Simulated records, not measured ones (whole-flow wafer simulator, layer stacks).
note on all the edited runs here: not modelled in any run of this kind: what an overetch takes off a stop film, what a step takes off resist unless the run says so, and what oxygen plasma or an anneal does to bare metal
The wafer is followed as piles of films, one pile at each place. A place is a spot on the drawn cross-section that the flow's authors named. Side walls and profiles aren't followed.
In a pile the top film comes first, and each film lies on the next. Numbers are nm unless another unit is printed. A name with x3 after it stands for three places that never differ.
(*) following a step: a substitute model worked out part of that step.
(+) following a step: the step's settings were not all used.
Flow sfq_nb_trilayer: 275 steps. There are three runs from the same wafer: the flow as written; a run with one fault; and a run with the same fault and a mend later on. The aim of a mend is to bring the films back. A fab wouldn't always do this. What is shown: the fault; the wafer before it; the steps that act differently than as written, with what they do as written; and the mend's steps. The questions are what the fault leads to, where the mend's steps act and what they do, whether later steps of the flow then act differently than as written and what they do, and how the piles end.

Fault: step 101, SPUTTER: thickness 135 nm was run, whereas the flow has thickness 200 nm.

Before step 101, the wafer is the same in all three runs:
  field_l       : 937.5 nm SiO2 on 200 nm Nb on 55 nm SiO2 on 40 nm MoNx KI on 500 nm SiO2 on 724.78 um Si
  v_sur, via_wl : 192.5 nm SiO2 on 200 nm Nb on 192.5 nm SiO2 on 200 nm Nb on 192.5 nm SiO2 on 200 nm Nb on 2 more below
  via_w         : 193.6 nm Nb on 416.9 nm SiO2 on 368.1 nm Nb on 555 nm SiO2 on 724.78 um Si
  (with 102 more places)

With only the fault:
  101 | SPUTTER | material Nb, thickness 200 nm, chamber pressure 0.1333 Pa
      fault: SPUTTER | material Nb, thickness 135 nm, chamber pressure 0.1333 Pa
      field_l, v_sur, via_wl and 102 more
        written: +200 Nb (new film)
        fault: +135 Nb (new film)
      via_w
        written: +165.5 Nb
        fault: +111.4 Nb
  Later steps of the flow acting differently than as written (4 more steps, not shown, differ only slightly: by at most 2% or 0.5 nm, whichever is larger):
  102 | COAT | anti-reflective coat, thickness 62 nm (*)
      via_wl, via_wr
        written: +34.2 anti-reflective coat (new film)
        fault: +32.6 anti-reflective coat (new film)
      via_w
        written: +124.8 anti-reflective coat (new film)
        fault: +121.5 anti-reflective coat (new film)
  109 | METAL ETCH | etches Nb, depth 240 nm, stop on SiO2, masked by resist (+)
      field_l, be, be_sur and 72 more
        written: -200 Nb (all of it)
        fault: -135 Nb (all of it)
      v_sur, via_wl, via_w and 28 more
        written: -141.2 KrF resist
        fault: -119.1 KrF resist
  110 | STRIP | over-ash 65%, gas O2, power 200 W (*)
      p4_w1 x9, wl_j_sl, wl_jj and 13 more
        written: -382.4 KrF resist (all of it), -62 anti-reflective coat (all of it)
        fault: -404.4 KrF resist (all of it), -62 anti-reflective coat (all of it)
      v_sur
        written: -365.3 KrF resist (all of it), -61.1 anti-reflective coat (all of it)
        fault: -388 KrF resist (all of it), -60.8 anti-reflective coat (all of it)
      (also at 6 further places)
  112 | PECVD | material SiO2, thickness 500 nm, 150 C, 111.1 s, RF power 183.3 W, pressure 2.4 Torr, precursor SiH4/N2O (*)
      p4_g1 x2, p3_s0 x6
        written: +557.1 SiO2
        fault: +500 SiO2
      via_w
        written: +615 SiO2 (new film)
        fault: +597.5 SiO2 (new film)
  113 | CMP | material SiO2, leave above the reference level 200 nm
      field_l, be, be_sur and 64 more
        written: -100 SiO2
        fault: -165 SiO2
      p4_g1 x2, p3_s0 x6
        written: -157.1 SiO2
        fault: -165 SiO2
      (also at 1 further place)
  The piles end different from the flow's at field_l, v_sur, via_wl and 102 more by more than 2% or 0.5 nm, whichever is larger.
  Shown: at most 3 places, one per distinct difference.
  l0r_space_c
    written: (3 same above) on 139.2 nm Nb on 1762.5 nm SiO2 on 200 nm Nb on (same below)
    fault: (3 same above) on 139.2 nm Nb on 1697.5 nm SiO2 on 200 nm Nb on (same below)
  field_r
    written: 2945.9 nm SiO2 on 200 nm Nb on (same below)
    fault: 2880.9 nm SiO2 on 200 nm Nb on (same below)
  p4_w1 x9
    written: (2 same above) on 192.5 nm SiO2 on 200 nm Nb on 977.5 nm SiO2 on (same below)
    fault: (2 same above) on 192.5 nm SiO2 on 135 nm Nb on 977.5 nm SiO2 on (same below)

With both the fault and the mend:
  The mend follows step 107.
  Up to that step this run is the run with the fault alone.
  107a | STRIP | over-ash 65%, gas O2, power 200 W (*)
      p4_fl x3, p4_g1 x2, p3_s0 x6 and 42 more
        -62 anti-reflective coat (all of it)
      p4_w1 x9, wl_j_sl, wl_jj and 13 more
        -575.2 KrF resist (all of it), -62 anti-reflective coat (all of it)
      r_sur, res, r_end and 9 more
        -61.8 anti-reflective coat (all of it)
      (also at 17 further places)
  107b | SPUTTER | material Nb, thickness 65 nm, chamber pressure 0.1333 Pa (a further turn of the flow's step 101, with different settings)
      field_l, v_sur, via_wl and 102 more
        +65 Nb
      via_w
        +51.2 Nb
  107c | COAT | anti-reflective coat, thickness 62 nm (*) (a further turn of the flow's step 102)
      p4_fl x3, p4_w1 x9, p4_g1 x2 and 63 more
        +62 anti-reflective coat (new film)
      res, r_end, moat and 8 more
        +61.8 anti-reflective coat (new film)
      jj_sur, ce_l, c5j, ce_r, sp_r, be_r, r_sur
        +61.7 anti-reflective coat (new film)
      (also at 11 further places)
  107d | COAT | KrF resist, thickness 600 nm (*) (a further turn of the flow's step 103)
      p4_fl x3, p4_w1 x9, p4_g1 x2 and 63 more
        +600 KrF resist (new film)
      r_end, moat, field_r, lsp_l, lsp_r, l0_sur
        +599.4 KrF resist (new film)
      be_r, r_sur, res, l0v
        +599.3 KrF resist (new film)
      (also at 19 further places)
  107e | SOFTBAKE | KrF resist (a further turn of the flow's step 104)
      alters no film at any place that is followed
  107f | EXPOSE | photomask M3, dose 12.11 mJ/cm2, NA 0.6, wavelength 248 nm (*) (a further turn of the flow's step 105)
      alters no film at any place that is followed
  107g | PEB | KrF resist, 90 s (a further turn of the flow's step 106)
      wire, be, be_sur and 96 more
        -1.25 KrF resist
      field_l, via_v
        -1.24 KrF resist
      via_wl, via_wr
        -1.26 KrF resist
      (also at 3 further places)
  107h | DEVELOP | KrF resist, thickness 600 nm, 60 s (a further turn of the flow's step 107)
      p4_fl x3, p4_g1 x2, p3_s0 x6 and 42 more
        -598.7 KrF resist (all of it)
      v_sur, via_wl, via_w and 28 more
        -23.5 KrF resist
      field_r, lsp_l, ln_m5, lsp_m, ln_m6, lsp_r, l0_sur
        -598.2 KrF resist (all of it)
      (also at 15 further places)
  None of the later steps of the flow differs from how it acts as written, at any place that is followed, by more than 2% or 0.5 nm, whichever is larger.
  At the end the piles are close to the flow's at the places that both follow, differing by at most 2% or 0.5 nm, whichever is larger.
